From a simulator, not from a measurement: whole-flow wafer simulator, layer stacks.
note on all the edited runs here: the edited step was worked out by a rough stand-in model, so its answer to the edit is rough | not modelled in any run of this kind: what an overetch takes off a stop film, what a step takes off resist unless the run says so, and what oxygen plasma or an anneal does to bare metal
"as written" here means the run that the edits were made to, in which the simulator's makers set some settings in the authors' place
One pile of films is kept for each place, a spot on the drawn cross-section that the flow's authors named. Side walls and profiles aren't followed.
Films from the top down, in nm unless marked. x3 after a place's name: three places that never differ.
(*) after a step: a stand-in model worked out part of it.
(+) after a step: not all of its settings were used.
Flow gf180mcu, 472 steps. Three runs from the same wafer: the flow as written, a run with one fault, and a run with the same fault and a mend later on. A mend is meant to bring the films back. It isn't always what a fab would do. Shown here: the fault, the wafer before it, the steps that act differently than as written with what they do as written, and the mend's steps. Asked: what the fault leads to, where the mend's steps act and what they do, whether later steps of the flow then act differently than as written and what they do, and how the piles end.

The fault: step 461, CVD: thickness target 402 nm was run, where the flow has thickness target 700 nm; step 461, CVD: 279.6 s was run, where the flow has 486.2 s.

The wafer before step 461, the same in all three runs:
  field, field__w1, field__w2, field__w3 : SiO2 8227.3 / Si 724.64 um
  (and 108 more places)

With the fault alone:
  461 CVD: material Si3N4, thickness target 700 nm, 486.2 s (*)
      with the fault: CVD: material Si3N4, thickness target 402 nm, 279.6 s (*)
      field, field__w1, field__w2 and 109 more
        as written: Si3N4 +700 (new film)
        with the fault: Si3N4 +402.6 (new film)
  Later steps of the flow that act differently than as written (4 more steps differ only slightly, by at most 2% or 0.5 nm, whichever is larger, and aren't shown):
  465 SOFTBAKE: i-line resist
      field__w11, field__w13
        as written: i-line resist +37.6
        with the fault: i-line resist +36.1
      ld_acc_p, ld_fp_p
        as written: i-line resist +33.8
        with the fault: i-line resist +32.2
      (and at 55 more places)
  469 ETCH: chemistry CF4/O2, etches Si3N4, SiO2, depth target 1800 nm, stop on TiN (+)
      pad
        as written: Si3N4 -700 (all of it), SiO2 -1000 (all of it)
        with the fault: Si3N4 -402.6 (all of it), SiO2 -1000 (all of it)
  At the end the piles differ from the flow's by more than 2% or 0.5 nm, whichever is larger, at field, field__w1, field__w2 and 108 more.
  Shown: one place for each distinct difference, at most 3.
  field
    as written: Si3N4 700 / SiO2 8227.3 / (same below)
    with the fault: Si3N4 402.6 / SiO2 8227.3 / (same below)
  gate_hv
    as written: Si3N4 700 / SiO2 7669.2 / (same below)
    with the fault: Si3N4 402.6 / SiO2 7669.2 / (same below)
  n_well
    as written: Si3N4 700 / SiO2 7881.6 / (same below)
    with the fault: Si3N4 402.6 / SiO2 7881.6 / (same below)

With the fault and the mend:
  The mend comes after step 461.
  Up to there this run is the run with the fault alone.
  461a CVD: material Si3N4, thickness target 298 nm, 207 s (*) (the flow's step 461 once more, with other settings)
      field, field__w1, field__w2 and 109 more
        Si3N4 +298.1
  No later step of the flow acts differently than as written, at any place that is followed, by more than 2% or 0.5 nm, whichever is larger.
  At the end the piles differ from the flow's only slightly at the places that both follow, by at most 2% or 0.5 nm, whichever is larger.
